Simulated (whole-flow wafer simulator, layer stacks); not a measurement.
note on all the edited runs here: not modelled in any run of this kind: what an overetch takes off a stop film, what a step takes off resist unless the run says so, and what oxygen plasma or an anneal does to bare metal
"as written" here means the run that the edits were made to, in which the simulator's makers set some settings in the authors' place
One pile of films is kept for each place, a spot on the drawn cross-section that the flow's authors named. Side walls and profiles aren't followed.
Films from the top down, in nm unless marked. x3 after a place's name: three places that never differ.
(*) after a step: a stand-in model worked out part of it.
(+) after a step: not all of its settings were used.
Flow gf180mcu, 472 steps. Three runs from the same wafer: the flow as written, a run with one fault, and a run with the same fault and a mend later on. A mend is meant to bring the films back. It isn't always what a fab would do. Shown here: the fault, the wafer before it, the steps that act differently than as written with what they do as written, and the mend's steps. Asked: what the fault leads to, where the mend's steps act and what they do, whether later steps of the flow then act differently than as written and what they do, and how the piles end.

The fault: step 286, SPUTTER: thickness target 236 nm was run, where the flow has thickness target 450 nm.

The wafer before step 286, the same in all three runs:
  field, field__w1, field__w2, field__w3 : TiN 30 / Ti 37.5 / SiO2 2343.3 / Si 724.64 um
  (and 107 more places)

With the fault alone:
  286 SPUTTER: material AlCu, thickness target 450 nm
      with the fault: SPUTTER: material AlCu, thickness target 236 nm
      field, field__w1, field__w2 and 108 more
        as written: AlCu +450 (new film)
        with the fault: AlCu +236 (new film)
  Later steps of the flow that act differently than as written:
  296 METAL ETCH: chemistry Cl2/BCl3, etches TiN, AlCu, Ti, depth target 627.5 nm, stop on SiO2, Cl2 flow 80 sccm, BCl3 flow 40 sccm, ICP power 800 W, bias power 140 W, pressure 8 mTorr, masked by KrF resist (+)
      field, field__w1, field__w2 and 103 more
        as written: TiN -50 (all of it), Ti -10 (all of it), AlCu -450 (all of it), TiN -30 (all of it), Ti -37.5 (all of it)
        with the fault: TiN -50 (all of it), Ti -10 (all of it), AlCu -236 (all of it), TiN -30 (all of it), Ti -37.5 (all of it)
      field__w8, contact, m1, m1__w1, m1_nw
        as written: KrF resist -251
        with the fault: KrF resist -218.1
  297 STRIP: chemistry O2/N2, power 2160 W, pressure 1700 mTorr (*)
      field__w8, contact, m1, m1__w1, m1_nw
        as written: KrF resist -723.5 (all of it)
        with the fault: KrF resist -756.4 (all of it)
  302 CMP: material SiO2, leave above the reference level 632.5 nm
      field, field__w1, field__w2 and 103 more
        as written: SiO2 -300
        with the fault: SiO2 -514
  At the end the piles differ from the flow's by more than 2% or 0.5 nm, whichever is larger, at field, field__w1, field__w2 and 109 more.
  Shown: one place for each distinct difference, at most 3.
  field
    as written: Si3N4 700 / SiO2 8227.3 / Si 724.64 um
    with the fault: Si3N4 700 / SiO2 8013.3 / Si 724.64 um
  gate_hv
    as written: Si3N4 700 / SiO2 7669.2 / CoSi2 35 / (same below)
    with the fault: Si3N4 700 / SiO2 7455.2 / CoSi2 35 / (same below)
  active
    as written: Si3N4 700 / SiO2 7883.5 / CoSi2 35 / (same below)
    with the fault: Si3N4 700 / SiO2 7669.5 / CoSi2 35 / (same below)

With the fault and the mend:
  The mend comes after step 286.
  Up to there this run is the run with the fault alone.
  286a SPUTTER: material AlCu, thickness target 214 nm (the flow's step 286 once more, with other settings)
      field, field__w1, field__w2 and 108 more
        AlCu +214
  No later step of the flow acts differently than as written at any place that is followed.
  At the end the piles are the same as the flow's at every place that both follow.
